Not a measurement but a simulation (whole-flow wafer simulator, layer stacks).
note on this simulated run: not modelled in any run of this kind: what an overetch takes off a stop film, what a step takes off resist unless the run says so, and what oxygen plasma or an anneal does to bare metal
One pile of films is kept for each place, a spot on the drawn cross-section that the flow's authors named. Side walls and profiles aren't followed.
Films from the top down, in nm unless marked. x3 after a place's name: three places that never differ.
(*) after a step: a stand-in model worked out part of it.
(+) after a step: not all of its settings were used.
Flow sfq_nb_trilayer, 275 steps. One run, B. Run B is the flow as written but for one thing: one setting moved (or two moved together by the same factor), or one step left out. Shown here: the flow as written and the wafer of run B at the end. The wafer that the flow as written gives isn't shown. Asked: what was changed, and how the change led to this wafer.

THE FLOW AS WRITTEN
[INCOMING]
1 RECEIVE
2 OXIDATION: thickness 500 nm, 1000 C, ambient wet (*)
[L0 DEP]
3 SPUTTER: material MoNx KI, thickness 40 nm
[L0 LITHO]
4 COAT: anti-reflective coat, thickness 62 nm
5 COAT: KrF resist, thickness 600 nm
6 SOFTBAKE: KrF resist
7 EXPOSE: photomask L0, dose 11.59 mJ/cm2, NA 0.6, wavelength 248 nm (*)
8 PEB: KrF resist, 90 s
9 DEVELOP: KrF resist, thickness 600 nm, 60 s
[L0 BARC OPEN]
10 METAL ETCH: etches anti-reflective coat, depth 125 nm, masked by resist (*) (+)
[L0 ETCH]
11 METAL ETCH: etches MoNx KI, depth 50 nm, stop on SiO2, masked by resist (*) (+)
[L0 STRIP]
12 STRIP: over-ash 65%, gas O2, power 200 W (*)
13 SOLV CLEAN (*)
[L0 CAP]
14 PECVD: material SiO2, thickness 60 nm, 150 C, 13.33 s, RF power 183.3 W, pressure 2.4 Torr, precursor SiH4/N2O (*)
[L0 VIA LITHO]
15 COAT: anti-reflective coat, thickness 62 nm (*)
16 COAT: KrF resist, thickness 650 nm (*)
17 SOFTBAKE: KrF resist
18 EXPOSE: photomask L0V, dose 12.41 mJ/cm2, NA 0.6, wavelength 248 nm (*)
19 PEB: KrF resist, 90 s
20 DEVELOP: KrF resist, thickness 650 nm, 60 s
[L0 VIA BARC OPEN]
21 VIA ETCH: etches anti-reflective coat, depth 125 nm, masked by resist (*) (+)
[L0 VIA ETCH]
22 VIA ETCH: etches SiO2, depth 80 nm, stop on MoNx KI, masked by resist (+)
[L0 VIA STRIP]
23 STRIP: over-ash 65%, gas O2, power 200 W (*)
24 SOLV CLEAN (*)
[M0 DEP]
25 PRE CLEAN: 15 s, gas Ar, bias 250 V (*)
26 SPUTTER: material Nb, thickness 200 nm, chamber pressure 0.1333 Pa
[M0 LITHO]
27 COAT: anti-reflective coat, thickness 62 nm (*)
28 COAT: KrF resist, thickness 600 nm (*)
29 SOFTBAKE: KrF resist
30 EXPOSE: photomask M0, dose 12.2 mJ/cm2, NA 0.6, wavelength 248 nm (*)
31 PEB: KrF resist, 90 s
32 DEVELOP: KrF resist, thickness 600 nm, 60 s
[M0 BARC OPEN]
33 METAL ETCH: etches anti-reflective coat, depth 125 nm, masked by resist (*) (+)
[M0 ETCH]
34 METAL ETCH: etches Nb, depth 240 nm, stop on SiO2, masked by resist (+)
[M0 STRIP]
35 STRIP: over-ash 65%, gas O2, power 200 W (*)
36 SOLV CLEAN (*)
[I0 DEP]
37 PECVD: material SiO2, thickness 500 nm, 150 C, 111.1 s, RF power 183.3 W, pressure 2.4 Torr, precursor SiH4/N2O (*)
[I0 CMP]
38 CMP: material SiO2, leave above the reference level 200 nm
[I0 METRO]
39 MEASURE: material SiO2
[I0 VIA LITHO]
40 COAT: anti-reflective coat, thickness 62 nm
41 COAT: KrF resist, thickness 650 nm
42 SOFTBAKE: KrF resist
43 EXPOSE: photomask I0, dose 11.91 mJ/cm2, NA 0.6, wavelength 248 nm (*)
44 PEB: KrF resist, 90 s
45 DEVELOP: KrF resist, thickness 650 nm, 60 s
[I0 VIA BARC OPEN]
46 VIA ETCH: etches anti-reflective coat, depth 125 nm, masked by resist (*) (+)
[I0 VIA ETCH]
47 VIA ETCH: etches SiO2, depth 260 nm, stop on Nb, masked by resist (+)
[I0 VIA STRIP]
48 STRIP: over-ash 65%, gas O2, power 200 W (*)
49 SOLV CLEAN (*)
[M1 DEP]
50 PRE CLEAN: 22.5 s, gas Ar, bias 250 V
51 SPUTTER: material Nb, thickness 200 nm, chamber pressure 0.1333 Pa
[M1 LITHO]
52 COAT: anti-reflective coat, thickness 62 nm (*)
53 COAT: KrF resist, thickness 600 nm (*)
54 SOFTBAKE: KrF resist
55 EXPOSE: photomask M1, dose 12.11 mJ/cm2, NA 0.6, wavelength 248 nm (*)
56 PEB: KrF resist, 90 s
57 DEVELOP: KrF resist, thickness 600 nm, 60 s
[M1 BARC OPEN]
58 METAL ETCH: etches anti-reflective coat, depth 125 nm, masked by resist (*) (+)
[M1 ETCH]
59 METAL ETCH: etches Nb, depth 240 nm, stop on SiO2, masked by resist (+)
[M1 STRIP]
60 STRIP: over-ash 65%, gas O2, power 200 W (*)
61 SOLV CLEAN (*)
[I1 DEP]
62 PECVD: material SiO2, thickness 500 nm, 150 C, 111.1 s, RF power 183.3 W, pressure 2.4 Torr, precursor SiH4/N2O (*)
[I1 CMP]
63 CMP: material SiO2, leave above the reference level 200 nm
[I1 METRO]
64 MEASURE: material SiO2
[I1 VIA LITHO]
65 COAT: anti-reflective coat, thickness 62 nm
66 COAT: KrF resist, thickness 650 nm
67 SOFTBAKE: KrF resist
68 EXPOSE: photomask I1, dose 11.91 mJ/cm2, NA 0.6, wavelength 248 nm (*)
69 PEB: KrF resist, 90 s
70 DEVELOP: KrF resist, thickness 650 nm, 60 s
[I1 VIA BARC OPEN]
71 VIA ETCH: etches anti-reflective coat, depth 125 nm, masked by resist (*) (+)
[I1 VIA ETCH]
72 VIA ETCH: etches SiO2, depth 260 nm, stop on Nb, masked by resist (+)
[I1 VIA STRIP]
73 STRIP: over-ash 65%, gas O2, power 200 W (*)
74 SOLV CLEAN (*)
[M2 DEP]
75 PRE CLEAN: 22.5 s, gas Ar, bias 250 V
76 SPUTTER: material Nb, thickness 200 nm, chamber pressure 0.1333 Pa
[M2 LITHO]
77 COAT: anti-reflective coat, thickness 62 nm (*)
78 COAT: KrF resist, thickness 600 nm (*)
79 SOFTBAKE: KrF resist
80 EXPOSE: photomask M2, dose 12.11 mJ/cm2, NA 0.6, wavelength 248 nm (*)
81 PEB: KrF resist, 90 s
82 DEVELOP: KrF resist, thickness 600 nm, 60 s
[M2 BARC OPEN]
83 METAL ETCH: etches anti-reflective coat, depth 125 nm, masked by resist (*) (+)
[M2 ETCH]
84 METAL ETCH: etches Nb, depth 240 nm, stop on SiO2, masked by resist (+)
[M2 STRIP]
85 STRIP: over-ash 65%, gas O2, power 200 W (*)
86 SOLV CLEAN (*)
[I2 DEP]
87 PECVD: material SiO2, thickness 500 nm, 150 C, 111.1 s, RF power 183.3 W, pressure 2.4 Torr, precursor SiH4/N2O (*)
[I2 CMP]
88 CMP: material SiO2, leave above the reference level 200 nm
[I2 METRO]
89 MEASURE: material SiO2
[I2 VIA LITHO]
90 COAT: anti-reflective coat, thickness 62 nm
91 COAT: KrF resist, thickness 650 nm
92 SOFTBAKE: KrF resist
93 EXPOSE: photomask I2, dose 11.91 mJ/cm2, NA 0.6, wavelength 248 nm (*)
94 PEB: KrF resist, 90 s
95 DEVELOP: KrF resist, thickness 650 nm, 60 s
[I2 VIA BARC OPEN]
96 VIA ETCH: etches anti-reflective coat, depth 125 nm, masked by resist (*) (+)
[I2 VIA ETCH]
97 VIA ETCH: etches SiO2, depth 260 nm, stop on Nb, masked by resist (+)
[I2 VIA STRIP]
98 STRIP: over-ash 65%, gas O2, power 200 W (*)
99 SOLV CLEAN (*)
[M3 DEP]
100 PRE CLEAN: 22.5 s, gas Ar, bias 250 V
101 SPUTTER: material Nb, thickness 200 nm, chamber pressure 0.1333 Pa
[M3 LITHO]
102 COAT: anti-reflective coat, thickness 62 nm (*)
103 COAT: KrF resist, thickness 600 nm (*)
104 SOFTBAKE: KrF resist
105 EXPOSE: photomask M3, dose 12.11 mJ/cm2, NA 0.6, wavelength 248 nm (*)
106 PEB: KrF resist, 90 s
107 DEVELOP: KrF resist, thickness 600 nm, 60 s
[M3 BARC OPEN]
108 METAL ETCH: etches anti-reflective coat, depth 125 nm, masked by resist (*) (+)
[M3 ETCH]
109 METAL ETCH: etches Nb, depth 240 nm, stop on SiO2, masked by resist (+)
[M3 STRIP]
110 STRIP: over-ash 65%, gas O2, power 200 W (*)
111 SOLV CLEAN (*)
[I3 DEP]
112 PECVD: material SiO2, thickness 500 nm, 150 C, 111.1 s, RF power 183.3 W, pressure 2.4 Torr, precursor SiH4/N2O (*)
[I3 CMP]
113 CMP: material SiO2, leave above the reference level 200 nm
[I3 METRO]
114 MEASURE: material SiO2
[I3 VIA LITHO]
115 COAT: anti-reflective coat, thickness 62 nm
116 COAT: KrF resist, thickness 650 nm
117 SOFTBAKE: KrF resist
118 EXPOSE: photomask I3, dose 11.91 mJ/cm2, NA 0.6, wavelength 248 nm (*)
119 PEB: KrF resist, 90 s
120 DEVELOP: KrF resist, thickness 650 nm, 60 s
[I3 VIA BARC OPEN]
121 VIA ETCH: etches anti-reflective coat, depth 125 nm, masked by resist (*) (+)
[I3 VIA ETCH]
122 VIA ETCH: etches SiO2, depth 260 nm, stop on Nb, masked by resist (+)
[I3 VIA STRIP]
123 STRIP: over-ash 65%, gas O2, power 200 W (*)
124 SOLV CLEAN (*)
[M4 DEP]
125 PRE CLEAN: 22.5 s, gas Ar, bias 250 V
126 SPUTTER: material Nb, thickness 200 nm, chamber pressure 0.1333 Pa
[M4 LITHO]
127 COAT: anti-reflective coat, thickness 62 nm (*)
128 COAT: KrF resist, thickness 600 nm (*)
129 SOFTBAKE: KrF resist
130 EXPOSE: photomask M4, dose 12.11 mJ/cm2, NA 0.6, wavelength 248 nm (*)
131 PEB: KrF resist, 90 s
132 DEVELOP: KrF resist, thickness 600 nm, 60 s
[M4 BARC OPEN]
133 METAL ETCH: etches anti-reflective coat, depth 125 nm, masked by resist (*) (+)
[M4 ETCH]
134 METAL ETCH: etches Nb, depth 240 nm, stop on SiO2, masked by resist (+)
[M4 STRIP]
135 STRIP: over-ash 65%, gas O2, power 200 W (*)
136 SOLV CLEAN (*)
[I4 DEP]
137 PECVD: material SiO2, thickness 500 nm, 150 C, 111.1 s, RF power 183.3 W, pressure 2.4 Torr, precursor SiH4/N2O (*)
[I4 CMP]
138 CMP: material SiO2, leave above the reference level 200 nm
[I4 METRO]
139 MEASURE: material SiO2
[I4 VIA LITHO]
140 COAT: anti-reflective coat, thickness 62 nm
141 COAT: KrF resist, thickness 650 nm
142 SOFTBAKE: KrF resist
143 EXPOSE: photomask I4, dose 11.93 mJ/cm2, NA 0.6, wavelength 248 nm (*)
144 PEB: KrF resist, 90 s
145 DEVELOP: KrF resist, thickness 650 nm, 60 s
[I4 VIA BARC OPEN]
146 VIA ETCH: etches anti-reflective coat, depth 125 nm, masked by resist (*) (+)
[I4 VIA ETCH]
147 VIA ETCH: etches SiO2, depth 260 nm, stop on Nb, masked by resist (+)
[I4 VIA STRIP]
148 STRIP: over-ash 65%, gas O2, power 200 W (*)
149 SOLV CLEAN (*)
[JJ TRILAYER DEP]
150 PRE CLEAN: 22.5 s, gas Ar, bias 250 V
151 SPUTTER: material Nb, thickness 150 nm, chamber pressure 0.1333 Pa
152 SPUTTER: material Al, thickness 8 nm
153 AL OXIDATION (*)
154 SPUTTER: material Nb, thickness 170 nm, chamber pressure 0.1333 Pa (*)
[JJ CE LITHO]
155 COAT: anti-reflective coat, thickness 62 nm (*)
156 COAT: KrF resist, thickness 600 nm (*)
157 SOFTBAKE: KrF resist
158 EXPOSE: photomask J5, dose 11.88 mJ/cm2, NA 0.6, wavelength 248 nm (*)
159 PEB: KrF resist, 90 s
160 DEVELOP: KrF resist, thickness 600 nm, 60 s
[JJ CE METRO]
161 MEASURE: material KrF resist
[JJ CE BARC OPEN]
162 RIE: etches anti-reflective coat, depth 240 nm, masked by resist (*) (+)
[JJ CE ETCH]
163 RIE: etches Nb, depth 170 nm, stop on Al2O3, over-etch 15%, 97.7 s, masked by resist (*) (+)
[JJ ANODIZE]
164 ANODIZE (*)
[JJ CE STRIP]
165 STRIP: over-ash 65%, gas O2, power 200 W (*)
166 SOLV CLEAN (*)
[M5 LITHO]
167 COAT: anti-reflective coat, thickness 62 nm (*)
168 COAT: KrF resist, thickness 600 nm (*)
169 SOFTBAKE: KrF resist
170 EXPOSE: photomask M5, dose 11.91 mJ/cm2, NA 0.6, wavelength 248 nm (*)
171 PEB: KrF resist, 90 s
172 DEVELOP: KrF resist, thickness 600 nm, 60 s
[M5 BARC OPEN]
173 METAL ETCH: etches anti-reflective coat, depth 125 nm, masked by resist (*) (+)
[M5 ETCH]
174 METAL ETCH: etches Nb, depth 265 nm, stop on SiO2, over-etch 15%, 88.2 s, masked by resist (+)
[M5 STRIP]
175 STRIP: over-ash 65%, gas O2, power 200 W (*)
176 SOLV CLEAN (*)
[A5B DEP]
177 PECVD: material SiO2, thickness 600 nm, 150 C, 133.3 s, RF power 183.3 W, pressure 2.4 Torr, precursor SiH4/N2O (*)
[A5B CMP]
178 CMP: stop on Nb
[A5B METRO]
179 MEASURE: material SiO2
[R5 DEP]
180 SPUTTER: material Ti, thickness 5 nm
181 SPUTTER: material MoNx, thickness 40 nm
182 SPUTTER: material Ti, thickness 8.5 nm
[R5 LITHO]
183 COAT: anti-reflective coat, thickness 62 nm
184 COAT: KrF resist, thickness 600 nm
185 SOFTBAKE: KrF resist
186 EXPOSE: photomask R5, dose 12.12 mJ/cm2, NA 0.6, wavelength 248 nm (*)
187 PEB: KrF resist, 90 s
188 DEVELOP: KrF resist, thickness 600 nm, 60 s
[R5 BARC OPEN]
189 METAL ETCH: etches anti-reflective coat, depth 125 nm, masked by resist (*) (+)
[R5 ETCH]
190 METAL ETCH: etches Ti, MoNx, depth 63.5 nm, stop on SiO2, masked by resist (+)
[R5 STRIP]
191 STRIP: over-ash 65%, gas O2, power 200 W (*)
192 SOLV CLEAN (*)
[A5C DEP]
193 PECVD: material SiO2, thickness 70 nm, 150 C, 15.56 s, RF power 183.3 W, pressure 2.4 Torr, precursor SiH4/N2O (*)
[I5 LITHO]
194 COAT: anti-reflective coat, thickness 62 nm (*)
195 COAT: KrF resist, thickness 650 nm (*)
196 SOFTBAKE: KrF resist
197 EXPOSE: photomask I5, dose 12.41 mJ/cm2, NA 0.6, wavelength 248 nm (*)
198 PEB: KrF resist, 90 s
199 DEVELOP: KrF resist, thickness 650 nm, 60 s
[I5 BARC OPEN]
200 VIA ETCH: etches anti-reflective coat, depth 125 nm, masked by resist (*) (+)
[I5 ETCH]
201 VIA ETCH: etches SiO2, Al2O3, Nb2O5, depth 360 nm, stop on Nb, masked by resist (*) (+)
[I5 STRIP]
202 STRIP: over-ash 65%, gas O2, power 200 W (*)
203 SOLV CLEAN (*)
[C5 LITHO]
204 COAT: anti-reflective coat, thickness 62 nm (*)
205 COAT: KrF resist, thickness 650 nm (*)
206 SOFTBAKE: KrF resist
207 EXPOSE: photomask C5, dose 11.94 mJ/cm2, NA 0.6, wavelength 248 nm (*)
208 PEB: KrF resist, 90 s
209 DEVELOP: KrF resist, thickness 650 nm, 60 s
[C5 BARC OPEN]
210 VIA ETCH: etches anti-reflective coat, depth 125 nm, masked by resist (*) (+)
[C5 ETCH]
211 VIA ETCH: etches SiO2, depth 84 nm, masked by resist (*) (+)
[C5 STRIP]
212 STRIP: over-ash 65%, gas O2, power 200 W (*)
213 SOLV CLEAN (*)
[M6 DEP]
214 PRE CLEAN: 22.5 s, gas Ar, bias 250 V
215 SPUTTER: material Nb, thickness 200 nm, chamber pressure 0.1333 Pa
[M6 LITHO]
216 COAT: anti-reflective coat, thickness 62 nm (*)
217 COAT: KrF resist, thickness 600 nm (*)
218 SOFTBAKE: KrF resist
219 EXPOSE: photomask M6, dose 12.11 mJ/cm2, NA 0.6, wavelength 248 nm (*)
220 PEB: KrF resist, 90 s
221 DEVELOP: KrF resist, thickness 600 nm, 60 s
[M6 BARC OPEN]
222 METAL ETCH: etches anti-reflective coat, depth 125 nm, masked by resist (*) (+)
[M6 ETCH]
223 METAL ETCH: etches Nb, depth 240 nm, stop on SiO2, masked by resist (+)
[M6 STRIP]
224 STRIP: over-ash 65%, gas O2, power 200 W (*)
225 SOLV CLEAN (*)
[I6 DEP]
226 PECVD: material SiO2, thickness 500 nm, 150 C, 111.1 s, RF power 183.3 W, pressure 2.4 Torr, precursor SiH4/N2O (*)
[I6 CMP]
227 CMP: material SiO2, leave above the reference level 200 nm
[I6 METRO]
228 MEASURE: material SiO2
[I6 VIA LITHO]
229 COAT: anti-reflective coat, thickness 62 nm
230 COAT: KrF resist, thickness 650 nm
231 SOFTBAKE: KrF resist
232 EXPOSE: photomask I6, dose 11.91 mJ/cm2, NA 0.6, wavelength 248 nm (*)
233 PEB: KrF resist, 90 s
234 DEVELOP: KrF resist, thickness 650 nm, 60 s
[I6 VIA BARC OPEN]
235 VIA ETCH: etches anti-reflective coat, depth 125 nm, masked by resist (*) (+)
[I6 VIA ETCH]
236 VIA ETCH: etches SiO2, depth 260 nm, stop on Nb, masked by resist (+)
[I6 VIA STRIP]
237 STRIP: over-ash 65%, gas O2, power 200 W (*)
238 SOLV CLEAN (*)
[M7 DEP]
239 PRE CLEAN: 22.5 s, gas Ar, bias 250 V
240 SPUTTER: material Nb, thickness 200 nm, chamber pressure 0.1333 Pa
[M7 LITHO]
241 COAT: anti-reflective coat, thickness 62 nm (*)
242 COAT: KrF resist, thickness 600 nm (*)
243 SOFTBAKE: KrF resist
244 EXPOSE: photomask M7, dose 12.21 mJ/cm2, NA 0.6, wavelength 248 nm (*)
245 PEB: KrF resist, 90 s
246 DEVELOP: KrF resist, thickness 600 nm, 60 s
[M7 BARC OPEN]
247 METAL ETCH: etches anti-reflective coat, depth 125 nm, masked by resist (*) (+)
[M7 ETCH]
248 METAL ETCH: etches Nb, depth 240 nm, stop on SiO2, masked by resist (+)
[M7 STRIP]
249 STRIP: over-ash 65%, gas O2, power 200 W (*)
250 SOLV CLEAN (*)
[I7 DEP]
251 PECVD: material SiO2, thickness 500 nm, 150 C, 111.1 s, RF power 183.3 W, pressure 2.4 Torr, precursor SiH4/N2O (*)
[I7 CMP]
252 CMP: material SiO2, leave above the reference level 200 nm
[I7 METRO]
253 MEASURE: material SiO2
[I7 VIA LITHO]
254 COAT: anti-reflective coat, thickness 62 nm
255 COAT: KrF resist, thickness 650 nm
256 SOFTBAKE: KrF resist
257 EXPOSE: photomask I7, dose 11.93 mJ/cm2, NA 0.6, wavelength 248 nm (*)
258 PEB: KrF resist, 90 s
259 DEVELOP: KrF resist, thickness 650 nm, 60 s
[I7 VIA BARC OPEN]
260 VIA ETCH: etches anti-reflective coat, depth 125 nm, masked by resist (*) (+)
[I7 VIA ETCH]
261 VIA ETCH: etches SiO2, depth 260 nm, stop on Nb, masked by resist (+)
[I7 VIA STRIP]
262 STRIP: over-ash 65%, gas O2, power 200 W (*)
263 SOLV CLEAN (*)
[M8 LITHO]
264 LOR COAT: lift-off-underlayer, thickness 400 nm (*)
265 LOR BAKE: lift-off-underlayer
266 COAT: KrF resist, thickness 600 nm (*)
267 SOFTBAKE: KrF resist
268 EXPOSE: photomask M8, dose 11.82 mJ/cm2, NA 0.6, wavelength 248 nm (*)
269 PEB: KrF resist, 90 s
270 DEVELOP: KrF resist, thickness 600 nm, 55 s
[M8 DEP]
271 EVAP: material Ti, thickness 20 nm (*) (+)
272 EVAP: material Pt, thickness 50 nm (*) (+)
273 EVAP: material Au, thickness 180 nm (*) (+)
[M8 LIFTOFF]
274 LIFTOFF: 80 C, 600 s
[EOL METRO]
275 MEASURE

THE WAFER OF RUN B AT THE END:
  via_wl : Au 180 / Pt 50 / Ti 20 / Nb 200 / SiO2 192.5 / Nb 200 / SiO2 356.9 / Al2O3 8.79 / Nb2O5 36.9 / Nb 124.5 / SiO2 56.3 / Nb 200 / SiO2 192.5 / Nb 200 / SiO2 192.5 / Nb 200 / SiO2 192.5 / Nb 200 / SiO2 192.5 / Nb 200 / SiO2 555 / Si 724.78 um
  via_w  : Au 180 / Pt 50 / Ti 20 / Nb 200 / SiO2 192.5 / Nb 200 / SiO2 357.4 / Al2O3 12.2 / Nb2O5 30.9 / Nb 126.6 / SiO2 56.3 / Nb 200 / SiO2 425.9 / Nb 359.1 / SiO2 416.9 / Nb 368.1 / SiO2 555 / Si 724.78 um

The cause: step 147, VIA ETCH: depth 136 nm was run, where the flow has depth 260 nm.

How the change led to this, step by step:
  147 VIA ETCH: etches SiO2, depth 260 nm, stop on Nb, masked by resist (+)
      via_wl, via_w, via_wr: SiO2 -136 (as written it would be: SiO2 -199.8 (all of it))
      field_l, v_sur, via_sp and 100 more: KrF resist -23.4 (as written it would be: KrF resist -44.8)
  148 STRIP: over-ash 65%, gas O2, power 200 W (*)
      field_l, v_sur, via_sp and 100 more: KrF resist -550 (all of it), anti-reflective coat -62 (all of it) (as written it would be: KrF resist -528.6 (all of it), anti-reflective coat -62 (all of it))
  150 PRE CLEAN: 22.5 s, gas Ar, bias 250 V
      via_wl, via_w, via_wr: SiO2 -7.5 (as written it would be: Nb -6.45)
  151 SPUTTER: material Nb, thickness 150 nm, chamber pressure 0.1333 Pa
      via_wl, via_w, via_wr: Nb +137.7 (new film) (as written it would be: Nb +130.4)
  152 SPUTTER: material Al, thickness 8 nm
      via_wl, via_wr: Al +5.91 (new film) (as written it would be: Al +5.14 (new film))
      via_w: Al +7.74 (new film) (as written it would be: Al +7.12 (new film))
  154 SPUTTER: material Nb, thickness 170 nm, chamber pressure 0.1333 Pa (*)
      via_wl, via_wr: Nb +121 (new film) (as written it would be: Nb +140.7 (new film))
      via_w: Nb +164.7 (new film) (as written it would be: Nb +141 (new film))
  155 COAT: anti-reflective coat, thickness 62 nm (*)
      via_wl, via_wr: anti-reflective coat +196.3 (new film) (as written it would be: anti-reflective coat +209.4 (new film))
      v_sur: anti-reflective coat +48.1 (new film) (as written it would be: anti-reflective coat +45.1 (new film))
      (and at 2 more places)
  156 COAT: KrF resist, thickness 600 nm (*)
      via_wl: KrF resist +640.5 (new film) (as written it would be: KrF resist +663 (new film))
      via_w: KrF resist +693.2 (new film) (as written it would be: KrF resist +763.8 (new film))
      (and at 1 more place)
  160 DEVELOP: KrF resist, thickness 600 nm, 60 s
      via_wl: KrF resist -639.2 (all of it) (as written it would be: KrF resist -661.6 (all of it))
      via_w: KrF resist -691.7 (all of it) (as written it would be: KrF resist -762.1 (all of it))
      (and at 1 more place)
  162 RIE: etches anti-reflective coat, depth 240 nm, masked by resist (*) (+)
      ce_l, c5j, ce_r, wl_jj: KrF resist -196.3 (as written it would be: KrF resist -209.4)
      via_wl, via_wr: anti-reflective coat -196.3 (all of it) (as written it would be: anti-reflective coat -209.4 (all of it))
      (and at 3 more places)
  163 RIE: etches Nb, depth 170 nm, stop on Al2O3, over-etch 15%, 97.7 s, masked by resist (*) (+)
      via_w: Nb -164.7 (all of it), Al2O3 -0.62 (as written it would be: Nb -141 (all of it), Al2O3 -0.96 (all of it))
      via_wl, via_wr: Nb -121 (all of it), Al2O3 -0.96 (all of it) (as written it would be: Nb -140.7 (all of it), Al2O3 -0.96 (all of it))
  164 ANODIZE (*)
      via_w: Al2O3 +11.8, Nb2O5 +30.9 (new film), Al -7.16 (all of it), Nb -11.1 (as written it would be: Al2O3 +10.8 (new film), Nb2O5 +33.3 (new film), Al -6.54 (all of it), Nb -12)
      via_wl, via_wr: Al2O3 +8.79 (new film), Nb2O5 +36.9 (new film), Al -5.33 (all of it), Nb -13.3 (as written it would be: Al2O3 +7.52 (new film), Nb2O5 +39.2 (new film), Al -4.56 (all of it), Nb -14.1)
  165 STRIP: over-ash 65%, gas O2, power 200 W (*)
      ce_l: KrF resist -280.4 (all of it), anti-reflective coat -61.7 (all of it) (as written it would be: KrF resist -266.8 (all of it), anti-reflective coat -61.4 (all of it))
      c5j: KrF resist -280.4 (all of it), anti-reflective coat -61.7 (all of it) (as written it would be: KrF resist -266.9 (all of it), anti-reflective coat -61.5 (all of it))
      (and at 2 more places)
  167 COAT: anti-reflective coat, thickness 62 nm (*)
      via_wl: anti-reflective coat +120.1 (new film) (as written it would be: anti-reflective coat +170.5 (new film))
      via_w: anti-reflective coat +74.8 (new film) (as written it would be: anti-reflective coat +84.1 (new film))
      (and at 1 more place)
  168 COAT: KrF resist, thickness 600 nm (*)
      via_w: KrF resist +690 (new film) (as written it would be: KrF resist +732.6 (new film))
  175 STRIP: over-ash 65%, gas O2, power 200 W (*)
      v_sur: KrF resist -359.8 (all of it), anti-reflective coat -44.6 (all of it) (as written it would be: KrF resist -349.2 (all of it), anti-reflective coat -44.9 (all of it))
      via_wl: KrF resist -422.2 (all of it), anti-reflective coat -120.1 (all of it) (as written it would be: KrF resist -427 (all of it), anti-reflective coat -170.5 (all of it))
      (and at 3 more places)
  178 CMP: stop on Nb
      via_wl, via_wr: SiO2 -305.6 (as written it would be: SiO2 -235.7)
      via_w: SiO2 -305.1 (as written it would be: SiO2 -235.2)
Counting metal films that touch as one body, via_wl has 8 bodies (between them, from the top down: SiO2 192.5; SiO2 356.9 / Al2O3 8.79 / Nb2O5 36.9; SiO2 56.3; SiO2 192.5; SiO2 192.5; SiO2 192.5; SiO2 192.5); the flow as written gives 7 bodies (between them, from the top down: SiO2 192.5; SiO2 426.8 / Al2O3 7.52 / Nb2O5 39.2; SiO2 192.5; SiO2 192.5; SiO2 192.5; SiO2 192.5).
Counting metal films that touch as one body, via_w has 6 bodies (between them, from the top down: SiO2 192.5; SiO2 357.4 / Al2O3 12.2 / Nb2O5 30.9; SiO2 56.3; SiO2 425.9; SiO2 416.9); the flow as written gives 5 bodies (between them, from the top down: SiO2 192.5; SiO2 427.3 / Al2O3 10.8 / Nb2O5 33.3; SiO2 425.9; SiO2 416.9).
